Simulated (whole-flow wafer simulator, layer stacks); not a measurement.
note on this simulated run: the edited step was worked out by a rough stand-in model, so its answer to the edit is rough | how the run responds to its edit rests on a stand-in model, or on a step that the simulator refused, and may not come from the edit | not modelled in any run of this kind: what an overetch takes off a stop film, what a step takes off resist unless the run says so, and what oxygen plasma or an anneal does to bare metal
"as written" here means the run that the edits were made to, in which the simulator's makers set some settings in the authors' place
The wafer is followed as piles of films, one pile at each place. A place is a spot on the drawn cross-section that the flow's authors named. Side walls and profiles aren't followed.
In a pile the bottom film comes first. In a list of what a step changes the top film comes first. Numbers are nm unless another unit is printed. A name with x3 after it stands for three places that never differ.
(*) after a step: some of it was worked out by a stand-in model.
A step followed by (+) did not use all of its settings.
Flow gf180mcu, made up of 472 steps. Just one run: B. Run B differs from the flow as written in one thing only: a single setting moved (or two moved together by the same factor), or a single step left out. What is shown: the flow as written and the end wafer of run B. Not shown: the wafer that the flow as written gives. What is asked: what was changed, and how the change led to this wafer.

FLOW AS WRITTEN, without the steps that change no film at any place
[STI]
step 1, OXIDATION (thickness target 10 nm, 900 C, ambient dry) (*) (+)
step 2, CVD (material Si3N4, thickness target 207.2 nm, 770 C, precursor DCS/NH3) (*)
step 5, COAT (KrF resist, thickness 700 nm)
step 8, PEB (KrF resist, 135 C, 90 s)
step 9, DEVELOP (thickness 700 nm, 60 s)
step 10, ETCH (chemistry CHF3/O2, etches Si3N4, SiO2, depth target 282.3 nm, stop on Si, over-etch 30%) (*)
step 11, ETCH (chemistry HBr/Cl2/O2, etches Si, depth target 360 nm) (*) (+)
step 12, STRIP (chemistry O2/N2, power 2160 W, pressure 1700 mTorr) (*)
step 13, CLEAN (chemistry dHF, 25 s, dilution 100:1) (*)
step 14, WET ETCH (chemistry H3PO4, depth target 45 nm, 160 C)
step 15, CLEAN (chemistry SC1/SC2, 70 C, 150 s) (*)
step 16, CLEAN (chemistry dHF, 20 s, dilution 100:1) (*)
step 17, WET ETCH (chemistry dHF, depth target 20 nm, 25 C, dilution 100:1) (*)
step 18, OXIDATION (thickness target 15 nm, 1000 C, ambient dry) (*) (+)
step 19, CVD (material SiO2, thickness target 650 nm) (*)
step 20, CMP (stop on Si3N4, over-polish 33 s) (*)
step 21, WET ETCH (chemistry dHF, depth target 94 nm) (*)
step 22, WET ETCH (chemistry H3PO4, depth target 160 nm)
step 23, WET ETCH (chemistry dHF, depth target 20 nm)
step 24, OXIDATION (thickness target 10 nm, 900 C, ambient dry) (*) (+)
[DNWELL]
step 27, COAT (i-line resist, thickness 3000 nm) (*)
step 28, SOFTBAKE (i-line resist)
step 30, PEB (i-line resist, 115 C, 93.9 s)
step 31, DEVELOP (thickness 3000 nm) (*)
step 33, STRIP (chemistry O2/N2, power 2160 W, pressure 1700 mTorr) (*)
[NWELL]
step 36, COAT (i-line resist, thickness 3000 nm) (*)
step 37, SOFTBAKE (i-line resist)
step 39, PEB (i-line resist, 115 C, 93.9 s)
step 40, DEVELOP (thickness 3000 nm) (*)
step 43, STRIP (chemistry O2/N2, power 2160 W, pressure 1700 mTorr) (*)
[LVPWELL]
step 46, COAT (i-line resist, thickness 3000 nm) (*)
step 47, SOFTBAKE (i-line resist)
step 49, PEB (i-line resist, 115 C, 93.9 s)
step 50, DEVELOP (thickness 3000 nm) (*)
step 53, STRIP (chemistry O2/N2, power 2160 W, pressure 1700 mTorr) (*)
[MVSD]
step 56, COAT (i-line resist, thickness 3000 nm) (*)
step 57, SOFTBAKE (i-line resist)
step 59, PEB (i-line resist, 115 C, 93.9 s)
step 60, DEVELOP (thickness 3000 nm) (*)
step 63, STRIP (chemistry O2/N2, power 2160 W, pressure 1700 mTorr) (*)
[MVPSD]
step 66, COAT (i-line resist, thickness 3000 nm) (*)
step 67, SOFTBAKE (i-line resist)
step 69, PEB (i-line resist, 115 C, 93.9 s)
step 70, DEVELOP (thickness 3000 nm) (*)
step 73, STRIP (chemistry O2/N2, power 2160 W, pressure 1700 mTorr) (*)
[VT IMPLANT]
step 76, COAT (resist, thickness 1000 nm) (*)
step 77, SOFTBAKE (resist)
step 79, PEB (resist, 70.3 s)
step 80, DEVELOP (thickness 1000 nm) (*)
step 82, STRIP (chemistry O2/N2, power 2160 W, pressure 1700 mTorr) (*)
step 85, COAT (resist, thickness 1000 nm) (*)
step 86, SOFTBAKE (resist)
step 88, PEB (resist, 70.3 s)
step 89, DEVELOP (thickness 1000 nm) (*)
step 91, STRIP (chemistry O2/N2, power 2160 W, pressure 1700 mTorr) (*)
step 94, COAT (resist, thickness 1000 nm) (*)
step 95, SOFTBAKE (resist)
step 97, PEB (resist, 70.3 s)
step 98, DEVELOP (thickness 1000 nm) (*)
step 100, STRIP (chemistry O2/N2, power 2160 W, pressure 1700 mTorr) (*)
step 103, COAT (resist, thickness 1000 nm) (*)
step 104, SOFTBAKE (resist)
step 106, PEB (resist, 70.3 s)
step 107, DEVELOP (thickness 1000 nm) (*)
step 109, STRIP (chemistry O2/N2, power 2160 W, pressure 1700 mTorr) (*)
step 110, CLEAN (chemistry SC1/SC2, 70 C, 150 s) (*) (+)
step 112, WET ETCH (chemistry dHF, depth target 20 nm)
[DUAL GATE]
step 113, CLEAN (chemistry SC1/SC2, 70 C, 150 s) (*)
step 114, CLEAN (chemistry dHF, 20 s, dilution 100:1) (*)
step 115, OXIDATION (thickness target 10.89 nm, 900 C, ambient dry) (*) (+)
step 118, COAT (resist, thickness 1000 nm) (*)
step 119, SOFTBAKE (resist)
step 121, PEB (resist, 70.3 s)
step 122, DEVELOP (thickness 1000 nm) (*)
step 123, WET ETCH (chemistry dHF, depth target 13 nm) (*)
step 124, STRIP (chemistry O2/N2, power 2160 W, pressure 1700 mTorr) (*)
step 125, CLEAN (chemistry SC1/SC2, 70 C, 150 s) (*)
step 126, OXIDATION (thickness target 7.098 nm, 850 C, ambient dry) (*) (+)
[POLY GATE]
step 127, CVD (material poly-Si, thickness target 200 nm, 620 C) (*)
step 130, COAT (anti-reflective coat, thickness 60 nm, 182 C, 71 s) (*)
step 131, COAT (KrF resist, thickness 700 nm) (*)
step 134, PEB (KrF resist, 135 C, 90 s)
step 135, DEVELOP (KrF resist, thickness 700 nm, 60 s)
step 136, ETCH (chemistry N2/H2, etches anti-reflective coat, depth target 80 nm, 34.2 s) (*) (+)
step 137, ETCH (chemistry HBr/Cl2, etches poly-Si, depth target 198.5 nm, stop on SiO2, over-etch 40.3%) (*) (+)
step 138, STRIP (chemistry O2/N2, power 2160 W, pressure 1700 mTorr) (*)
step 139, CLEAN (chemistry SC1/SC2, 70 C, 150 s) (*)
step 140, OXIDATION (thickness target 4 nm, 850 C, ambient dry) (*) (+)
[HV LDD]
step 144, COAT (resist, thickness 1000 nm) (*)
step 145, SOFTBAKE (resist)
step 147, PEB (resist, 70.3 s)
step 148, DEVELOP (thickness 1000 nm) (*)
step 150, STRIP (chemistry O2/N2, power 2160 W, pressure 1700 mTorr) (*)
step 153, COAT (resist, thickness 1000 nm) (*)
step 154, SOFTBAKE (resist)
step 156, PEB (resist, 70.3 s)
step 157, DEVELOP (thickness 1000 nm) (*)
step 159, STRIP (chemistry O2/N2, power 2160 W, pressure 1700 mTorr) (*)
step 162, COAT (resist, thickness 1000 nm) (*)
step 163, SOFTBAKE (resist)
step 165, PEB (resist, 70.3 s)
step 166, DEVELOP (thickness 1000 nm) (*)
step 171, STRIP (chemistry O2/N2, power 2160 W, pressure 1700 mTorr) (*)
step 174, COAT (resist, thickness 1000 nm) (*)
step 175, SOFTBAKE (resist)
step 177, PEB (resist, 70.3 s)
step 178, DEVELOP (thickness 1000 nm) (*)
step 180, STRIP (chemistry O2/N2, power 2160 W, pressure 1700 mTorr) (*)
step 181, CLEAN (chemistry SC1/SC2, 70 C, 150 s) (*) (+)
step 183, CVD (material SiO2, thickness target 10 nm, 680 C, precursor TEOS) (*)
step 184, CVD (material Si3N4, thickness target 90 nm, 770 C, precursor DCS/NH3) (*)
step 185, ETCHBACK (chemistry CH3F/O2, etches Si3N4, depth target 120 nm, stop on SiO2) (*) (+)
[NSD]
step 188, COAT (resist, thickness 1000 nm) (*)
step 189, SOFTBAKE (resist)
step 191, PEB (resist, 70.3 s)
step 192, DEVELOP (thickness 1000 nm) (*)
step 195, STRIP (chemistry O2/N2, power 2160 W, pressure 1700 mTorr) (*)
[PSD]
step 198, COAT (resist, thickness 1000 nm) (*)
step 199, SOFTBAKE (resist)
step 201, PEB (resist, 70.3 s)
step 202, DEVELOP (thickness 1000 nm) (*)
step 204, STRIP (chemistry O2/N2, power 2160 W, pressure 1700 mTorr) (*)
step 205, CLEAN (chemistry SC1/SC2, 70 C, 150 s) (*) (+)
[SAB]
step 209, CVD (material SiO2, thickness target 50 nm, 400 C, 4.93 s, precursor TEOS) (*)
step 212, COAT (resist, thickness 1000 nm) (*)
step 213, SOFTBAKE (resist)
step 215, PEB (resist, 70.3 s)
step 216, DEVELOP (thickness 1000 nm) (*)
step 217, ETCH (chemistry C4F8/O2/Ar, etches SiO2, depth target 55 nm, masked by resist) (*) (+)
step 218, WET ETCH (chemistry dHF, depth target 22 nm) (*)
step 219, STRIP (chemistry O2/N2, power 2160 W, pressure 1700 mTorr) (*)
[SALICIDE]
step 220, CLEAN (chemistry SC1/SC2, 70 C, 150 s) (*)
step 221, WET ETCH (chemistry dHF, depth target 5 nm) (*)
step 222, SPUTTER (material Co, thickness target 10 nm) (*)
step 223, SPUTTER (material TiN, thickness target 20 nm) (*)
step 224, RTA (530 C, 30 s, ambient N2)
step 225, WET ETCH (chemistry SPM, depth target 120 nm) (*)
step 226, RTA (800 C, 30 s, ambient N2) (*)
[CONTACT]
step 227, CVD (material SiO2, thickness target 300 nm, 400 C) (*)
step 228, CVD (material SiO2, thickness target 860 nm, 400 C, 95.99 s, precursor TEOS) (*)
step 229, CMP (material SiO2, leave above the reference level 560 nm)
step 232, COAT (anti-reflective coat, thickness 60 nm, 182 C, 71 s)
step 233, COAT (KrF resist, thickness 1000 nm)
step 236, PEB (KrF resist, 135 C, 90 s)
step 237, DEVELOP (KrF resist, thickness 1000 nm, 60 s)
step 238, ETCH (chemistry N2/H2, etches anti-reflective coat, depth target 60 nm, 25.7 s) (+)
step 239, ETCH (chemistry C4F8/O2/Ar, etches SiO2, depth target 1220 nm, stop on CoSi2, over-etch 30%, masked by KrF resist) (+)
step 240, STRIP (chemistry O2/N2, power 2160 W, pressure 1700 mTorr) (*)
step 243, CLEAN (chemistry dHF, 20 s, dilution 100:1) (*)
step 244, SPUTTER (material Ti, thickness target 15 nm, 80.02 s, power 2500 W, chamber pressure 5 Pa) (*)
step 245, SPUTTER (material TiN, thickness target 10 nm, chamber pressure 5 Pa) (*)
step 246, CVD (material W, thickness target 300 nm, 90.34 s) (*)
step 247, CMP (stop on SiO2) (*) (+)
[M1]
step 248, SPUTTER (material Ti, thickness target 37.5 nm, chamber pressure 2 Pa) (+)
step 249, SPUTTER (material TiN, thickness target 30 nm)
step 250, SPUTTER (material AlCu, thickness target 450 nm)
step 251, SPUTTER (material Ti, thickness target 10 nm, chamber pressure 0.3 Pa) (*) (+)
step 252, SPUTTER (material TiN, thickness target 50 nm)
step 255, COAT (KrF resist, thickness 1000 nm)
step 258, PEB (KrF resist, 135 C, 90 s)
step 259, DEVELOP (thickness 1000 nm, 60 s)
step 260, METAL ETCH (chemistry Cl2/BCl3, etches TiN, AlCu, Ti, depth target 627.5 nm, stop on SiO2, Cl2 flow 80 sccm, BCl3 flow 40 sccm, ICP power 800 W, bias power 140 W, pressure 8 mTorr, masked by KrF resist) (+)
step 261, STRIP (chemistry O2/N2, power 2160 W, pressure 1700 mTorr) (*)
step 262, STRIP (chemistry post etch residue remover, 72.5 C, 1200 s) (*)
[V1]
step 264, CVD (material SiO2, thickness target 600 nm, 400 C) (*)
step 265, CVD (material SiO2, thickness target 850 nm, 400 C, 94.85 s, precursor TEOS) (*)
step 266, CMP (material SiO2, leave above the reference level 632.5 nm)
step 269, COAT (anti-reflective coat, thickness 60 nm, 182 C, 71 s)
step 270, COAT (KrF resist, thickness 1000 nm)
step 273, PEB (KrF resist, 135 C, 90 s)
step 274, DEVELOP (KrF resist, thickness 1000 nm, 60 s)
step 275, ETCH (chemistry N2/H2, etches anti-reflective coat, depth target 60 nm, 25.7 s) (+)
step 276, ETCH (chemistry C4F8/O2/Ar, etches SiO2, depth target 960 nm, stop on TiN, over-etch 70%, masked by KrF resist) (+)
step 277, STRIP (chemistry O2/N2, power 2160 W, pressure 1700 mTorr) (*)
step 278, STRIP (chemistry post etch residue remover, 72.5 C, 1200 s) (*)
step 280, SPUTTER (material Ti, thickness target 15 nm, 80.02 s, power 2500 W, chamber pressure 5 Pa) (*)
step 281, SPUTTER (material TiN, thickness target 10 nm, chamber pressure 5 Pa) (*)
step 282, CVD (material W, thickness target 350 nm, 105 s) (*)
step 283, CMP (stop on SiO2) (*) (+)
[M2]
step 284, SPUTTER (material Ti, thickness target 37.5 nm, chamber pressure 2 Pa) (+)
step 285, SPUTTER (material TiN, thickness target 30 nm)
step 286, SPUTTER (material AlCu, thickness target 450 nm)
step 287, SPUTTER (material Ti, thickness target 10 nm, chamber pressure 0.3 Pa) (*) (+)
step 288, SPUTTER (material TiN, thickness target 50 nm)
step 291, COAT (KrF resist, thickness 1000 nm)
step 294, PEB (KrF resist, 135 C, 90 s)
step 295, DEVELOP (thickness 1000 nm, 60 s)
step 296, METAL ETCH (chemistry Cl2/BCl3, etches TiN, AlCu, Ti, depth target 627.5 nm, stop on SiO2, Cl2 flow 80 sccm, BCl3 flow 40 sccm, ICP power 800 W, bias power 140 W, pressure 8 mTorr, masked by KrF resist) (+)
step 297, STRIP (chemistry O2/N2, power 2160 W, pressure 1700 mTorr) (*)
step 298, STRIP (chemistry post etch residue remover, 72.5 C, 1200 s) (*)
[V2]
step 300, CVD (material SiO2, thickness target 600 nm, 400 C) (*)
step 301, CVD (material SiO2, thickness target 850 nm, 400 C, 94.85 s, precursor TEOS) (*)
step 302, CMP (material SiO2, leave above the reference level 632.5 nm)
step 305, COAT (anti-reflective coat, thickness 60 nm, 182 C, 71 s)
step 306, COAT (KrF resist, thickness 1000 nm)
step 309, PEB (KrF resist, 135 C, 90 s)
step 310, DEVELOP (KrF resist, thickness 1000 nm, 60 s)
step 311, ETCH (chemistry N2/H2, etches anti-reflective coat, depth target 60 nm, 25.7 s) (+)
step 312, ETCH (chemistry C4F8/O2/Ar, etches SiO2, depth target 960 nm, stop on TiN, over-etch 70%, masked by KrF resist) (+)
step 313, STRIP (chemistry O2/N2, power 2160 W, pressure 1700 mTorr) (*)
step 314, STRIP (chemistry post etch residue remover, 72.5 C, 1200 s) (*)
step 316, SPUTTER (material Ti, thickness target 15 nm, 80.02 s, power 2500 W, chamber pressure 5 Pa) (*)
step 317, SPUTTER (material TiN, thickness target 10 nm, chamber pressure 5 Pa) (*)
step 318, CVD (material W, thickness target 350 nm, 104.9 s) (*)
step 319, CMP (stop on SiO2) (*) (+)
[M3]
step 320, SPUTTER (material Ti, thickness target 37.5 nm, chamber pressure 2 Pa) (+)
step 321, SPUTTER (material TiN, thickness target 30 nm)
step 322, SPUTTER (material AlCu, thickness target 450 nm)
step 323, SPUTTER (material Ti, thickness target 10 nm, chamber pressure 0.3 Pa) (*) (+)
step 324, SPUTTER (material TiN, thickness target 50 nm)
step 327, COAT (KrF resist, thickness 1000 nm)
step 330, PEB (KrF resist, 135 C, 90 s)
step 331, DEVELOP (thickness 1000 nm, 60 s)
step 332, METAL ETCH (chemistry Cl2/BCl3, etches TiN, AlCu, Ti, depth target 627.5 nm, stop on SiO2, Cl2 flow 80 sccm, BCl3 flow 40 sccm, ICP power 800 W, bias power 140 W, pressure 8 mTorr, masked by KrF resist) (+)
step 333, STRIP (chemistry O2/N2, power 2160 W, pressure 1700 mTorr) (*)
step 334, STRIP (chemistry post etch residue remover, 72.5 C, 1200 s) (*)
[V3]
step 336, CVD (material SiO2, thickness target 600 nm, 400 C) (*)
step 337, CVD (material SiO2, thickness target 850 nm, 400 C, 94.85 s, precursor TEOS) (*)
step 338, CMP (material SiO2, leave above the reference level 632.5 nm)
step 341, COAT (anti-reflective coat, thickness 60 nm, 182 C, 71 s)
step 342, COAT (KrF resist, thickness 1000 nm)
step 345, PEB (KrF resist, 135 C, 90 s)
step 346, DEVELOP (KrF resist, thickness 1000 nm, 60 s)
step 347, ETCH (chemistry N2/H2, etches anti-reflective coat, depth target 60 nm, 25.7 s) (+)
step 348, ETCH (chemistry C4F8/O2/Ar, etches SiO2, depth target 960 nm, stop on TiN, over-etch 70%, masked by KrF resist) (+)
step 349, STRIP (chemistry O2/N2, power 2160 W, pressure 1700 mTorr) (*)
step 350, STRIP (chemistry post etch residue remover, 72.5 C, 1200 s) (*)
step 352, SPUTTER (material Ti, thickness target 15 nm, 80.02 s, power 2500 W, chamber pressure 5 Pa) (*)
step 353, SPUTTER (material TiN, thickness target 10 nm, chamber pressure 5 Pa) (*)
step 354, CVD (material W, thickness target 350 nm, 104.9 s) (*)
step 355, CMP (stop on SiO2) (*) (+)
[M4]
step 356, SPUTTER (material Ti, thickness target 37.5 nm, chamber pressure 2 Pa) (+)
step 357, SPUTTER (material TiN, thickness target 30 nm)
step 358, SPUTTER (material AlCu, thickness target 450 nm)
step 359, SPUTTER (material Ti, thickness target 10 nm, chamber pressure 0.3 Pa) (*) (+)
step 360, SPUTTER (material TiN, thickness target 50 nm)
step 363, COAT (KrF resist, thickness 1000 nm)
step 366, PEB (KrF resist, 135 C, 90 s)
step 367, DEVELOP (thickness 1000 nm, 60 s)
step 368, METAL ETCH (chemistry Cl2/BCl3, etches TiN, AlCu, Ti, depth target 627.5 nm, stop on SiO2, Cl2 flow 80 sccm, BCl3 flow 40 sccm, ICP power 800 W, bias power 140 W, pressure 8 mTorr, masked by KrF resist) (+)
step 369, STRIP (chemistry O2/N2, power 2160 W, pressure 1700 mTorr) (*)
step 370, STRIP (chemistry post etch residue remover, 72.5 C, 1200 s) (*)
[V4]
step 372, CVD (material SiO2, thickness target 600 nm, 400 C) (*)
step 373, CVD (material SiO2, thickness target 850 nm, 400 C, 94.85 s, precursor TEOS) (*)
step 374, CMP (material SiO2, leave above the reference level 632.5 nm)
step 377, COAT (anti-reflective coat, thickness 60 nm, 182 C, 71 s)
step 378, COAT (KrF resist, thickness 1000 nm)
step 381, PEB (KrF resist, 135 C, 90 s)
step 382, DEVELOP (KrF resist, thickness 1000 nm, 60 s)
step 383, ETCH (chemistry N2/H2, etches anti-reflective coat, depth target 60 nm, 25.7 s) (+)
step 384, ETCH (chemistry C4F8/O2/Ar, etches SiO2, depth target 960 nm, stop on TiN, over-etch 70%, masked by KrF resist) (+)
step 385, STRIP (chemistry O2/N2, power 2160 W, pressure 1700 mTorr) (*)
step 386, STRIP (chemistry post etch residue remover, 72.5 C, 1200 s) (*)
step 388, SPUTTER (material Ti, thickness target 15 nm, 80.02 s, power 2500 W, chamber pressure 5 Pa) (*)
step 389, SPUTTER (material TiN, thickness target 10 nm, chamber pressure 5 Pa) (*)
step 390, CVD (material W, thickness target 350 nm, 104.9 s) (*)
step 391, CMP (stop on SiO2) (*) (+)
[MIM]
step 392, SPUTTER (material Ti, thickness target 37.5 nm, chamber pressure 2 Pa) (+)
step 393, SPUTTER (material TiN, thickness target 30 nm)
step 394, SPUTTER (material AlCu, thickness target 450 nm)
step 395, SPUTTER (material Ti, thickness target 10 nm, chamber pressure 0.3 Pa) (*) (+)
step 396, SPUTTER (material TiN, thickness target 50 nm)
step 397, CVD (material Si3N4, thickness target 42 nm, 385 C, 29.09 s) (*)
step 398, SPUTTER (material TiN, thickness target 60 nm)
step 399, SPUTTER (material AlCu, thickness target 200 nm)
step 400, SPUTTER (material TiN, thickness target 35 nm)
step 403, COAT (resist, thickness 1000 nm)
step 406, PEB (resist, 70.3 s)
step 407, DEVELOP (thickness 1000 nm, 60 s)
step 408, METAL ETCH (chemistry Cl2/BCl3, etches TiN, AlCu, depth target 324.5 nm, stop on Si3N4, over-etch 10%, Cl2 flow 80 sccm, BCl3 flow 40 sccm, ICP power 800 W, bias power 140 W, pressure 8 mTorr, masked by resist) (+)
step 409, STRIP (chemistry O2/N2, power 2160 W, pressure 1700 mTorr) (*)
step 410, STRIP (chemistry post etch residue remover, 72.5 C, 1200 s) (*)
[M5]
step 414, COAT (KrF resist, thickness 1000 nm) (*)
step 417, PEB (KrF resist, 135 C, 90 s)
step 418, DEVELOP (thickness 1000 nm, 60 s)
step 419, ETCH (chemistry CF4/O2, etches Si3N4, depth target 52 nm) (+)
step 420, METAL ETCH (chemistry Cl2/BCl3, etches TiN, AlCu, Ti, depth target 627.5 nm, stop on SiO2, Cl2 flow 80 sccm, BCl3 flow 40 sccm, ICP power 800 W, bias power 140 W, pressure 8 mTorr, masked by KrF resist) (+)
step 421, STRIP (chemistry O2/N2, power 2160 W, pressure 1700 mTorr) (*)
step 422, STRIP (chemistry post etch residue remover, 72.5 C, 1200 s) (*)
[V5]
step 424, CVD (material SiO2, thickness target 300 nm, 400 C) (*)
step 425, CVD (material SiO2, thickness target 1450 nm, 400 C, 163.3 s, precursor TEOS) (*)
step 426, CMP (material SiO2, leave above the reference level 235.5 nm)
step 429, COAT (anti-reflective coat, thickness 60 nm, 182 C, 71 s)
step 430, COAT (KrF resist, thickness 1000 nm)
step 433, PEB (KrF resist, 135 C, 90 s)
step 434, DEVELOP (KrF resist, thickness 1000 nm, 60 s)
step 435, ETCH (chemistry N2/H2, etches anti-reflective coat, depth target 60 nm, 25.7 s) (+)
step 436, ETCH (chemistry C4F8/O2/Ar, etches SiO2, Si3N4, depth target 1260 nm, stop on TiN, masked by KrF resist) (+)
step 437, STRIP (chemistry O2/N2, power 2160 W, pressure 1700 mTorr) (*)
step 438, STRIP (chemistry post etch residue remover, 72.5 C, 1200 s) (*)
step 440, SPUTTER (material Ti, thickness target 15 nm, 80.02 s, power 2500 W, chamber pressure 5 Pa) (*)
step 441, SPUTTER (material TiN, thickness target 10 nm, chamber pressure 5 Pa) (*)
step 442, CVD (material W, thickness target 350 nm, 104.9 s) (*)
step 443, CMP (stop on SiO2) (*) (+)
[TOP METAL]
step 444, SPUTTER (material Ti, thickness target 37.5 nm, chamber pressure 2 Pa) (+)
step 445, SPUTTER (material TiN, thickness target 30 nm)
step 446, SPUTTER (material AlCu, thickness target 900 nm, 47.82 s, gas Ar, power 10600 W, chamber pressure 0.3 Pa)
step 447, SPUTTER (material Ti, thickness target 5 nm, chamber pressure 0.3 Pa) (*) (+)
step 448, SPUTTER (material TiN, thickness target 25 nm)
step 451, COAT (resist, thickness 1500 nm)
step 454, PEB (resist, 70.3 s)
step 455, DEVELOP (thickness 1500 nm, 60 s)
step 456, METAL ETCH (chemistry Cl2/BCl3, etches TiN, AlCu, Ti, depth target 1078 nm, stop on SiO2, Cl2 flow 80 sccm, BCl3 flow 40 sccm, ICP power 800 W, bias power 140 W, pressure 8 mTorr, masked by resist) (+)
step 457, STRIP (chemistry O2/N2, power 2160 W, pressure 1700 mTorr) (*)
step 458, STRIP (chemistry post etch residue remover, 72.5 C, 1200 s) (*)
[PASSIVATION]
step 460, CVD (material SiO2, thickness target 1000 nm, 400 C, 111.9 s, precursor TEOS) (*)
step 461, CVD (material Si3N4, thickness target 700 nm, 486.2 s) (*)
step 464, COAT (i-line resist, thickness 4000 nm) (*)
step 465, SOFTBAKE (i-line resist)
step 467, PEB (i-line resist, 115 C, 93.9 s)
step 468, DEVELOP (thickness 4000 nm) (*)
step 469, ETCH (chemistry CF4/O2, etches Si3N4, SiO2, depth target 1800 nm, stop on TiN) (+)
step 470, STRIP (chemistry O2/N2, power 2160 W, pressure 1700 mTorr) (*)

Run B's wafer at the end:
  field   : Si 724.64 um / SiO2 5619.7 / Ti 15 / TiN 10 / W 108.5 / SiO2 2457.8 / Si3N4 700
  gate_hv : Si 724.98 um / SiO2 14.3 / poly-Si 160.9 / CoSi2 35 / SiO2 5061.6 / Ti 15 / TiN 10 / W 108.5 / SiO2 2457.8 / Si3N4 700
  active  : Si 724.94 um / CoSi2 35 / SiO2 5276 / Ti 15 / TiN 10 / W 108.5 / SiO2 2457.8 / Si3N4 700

What caused this: step 373, CVD: thickness target 374 nm was run, whereas the flow has thickness target 850 nm; step 373, CVD: 41.73 s was run, where the flow has 94.85 s.

How this came from the change, step by step:
  step 373, CVD (material SiO2, thickness target 850 nm, 400 C, 94.85 s, precursor TEOS) (*)
      field, field__w1, field__w2 and 108 more: SiO2 gains 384 (as written it would have been: SiO2 gains 850)
  step 374, CMP (material SiO2, leave above the reference level 632.5 nm)
      field, field__w1, field__w2 and 103 more: nothing (as written it would have been: SiO2 loses 300)
      field__w8, contact, m1, m1__w1, m1_nw: SiO2 loses 411.1 (as written it would have been: SiO2 loses 877.1)
  step 377, COAT (anti-reflective coat, thickness 60 nm, 182 C, 71 s)
      field: anti-reflective coat gains 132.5 (new film) (as written it would have been: anti-reflective coat gains 60 (new film))
      field__w1: anti-reflective coat gains 89.2 (new film) (as written it would have been: anti-reflective coat gains 60 (new film))
      (and at 20 other places as well)
  step 378, COAT (KrF resist, thickness 1000 nm)
      field: KrF resist gains 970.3 (new film) (as written it would have been: KrF resist gains 1000 (new film))
      field__w1: KrF resist gains 973.7 (new film) (as written it would have been: KrF resist gains 1000 (new film))
      (and at 13 other places as well)
  step 381, PEB (KrF resist, 135 C, 90 s)
      polyc_n, polyc_n_rim: KrF resist loses 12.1 (as written it would have been: KrF resist loses 10.5)
      n_well: KrF resist loses 9.69 (as written it would have been: KrF resist loses 10.5)
      (and at 7 other places as well)
  step 382, DEVELOP (KrF resist, thickness 1000 nm, 60 s)
      contact: KrF resist loses 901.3 (all of it) (as written it would have been: KrF resist loses 989.5 (all of it))
  step 383, ETCH (chemistry N2/H2, etches anti-reflective coat, depth target 60 nm, 25.7 s) (+)
      contact: anti-reflective coat loses 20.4 (all of it), SiO2 loses 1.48 (as written it would have been: anti-reflective coat loses 60 (all of it), SiO2 loses 0.46)
  step 385, STRIP (chemistry O2/N2, power 2160 W, pressure 1700 mTorr) (*)
      field: KrF resist loses 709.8 (all of it), anti-reflective coat loses 132.5 (all of it) (as written it would have been: KrF resist loses 739.2 (all of it), anti-reflective coat loses 60 (all of it))
      field__w1: KrF resist loses 713.2 (all of it), anti-reflective coat loses 89.2 (all of it) (as written it would have been: KrF resist loses 739.2 (all of it), anti-reflective coat loses 60 (all of it))
      (and at 19 other places as well)
  step 388, SPUTTER (material Ti, thickness target 15 nm, 80.02 s, power 2500 W, chamber pressure 5 Pa) (*)
      contact: Ti gains 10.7 (new film) (as written it would have been: Ti gains 9.65 (new film))
  step 389, SPUTTER (material TiN, thickness target 10 nm, chamber pressure 5 Pa) (*)
      contact: TiN gains 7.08 (new film) (as written it would have been: TiN gains 6.4 (new film))
  step 390, CVD (material W, thickness target 350 nm, 104.9 s) (*)
      contact: W gains 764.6 (new film) (as written it would have been: W gains 932.3 (new film))
  step 391, CMP (stop on SiO2) (*) (+)
      field, field__w1, field__w2 and 103 more: W loses 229 (as written it would have been: W loses 350 (all of it), TiN loses 10 (all of it), Ti loses 15 (all of it), SiO2 loses 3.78)
      field__w8, m1, m1__w1, m1_nw: W loses 350 (all of it), TiN loses 10 (all of it), Ti loses 15 (all of it), SiO2 loses 20 (as written it would have been: W loses 350 (all of it), TiN loses 10 (all of it), Ti loses 15 (all of it), SiO2 loses 3.78)
      (and at 1 other place as well)
  step 420, METAL ETCH (chemistry Cl2/BCl3, etches TiN, AlCu, Ti, depth target 627.5 nm, stop on SiO2, Cl2 flow 80 sccm, BCl3 flow 40 sccm, ICP power 800 W, bias power 140 W, pressure 8 mTorr, masked by KrF resist) (+)
      field, field__w1, field__w2 and 101 more: TiN loses 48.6 (all of it), Ti loses 10 (all of it), AlCu loses 450 (all of it), TiN loses 30 (all of it), Ti loses 37.5 (all of it), W loses 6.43 (as written it would have been: TiN loses 48.6 (all of it), Ti loses 10 (all of it), AlCu loses 450 (all of it), TiN loses 30 (all of it), Ti loses 37.5 (all of it))
  step 422, STRIP (chemistry post etch residue remover, 72.5 C, 1200 s) (*)
      field, field__w1, field__w2 and 101 more: W loses 6.01 (as written it would have been: nothing)
  step 424, CVD (material SiO2, thickness target 300 nm, 400 C) (*)
      field, field__w1, field__w2 and 101 more: SiO2 gains 300 (new film) (as written it would have been: SiO2 gains 300)
  step 426, CMP (material SiO2, leave above the reference level 235.5 nm)
      field, field__w1, field__w5 and 92 more: SiO2 loses 288.4 (as written it would have been: SiO2 loses 300.8)
      field__w2, field__w3, field__w12 and 6 more: SiO2 loses 259.7 (as written it would have been: SiO2 loses 272.7)
With metal films that touch counted as one body, field has 1 body; the flow as written gives 0 bodies.
With metal films that touch counted as one body, gate_hv has 2 bodies (between them, from the top down: SiO2 5061.6); the flow as written gives 1 body.
With metal films that touch counted as one body, active has 2 bodies (between them, from the top down: SiO2 5276); the flow as written gives 1 body.
